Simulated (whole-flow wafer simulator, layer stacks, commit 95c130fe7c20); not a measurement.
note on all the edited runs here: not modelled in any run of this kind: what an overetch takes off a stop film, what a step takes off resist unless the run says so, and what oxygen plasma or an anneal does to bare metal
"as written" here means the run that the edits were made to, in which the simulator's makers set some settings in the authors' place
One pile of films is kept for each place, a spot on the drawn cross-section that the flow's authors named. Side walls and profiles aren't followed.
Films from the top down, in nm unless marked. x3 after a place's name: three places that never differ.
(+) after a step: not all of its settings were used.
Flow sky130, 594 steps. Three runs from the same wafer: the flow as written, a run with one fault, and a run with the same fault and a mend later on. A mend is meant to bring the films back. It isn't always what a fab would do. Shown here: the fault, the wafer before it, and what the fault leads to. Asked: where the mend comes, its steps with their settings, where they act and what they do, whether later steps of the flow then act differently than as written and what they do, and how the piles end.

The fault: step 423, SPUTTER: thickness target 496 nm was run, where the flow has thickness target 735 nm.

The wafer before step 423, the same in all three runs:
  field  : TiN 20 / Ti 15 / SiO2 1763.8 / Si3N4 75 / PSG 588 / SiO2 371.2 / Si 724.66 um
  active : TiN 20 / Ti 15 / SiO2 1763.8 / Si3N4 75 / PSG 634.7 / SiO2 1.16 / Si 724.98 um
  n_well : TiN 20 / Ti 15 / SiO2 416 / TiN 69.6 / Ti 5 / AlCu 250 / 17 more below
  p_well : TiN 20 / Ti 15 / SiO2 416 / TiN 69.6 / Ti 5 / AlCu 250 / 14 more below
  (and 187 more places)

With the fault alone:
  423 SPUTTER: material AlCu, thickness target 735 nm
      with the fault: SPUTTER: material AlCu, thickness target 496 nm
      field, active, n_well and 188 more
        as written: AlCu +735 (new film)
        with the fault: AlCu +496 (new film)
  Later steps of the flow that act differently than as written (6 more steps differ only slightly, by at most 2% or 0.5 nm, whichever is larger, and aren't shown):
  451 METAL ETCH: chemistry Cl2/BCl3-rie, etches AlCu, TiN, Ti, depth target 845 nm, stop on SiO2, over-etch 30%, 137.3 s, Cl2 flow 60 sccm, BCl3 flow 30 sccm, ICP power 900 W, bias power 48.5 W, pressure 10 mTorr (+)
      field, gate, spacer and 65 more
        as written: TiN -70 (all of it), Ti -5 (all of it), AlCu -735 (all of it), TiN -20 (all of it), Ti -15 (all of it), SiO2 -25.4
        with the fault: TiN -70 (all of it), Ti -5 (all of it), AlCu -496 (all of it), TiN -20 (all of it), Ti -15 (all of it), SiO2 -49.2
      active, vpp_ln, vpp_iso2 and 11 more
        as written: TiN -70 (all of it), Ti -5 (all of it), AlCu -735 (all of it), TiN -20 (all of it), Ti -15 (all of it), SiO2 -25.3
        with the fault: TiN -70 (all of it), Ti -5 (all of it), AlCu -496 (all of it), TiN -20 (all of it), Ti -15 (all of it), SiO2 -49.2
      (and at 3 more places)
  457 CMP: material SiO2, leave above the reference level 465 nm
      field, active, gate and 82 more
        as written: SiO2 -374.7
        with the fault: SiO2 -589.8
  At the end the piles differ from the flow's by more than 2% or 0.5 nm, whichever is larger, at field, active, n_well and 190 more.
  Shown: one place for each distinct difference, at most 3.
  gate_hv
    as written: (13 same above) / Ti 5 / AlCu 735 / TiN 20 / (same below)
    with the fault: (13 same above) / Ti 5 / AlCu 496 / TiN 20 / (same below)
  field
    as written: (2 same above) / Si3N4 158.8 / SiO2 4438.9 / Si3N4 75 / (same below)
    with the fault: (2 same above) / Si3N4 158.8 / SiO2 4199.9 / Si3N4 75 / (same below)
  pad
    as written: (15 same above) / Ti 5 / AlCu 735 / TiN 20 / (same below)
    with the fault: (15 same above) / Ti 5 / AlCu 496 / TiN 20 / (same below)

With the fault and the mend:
  The mend comes after step 423.
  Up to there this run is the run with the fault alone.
  423a SPUTTER: material AlCu, thickness target 239 nm (the flow's step 423 once more, with other settings)
      field, active, n_well and 188 more
        AlCu +239
  No later step of the flow acts differently than as written at any place that is followed.
  At the end the piles are the same as the flow's at every place that both follow.
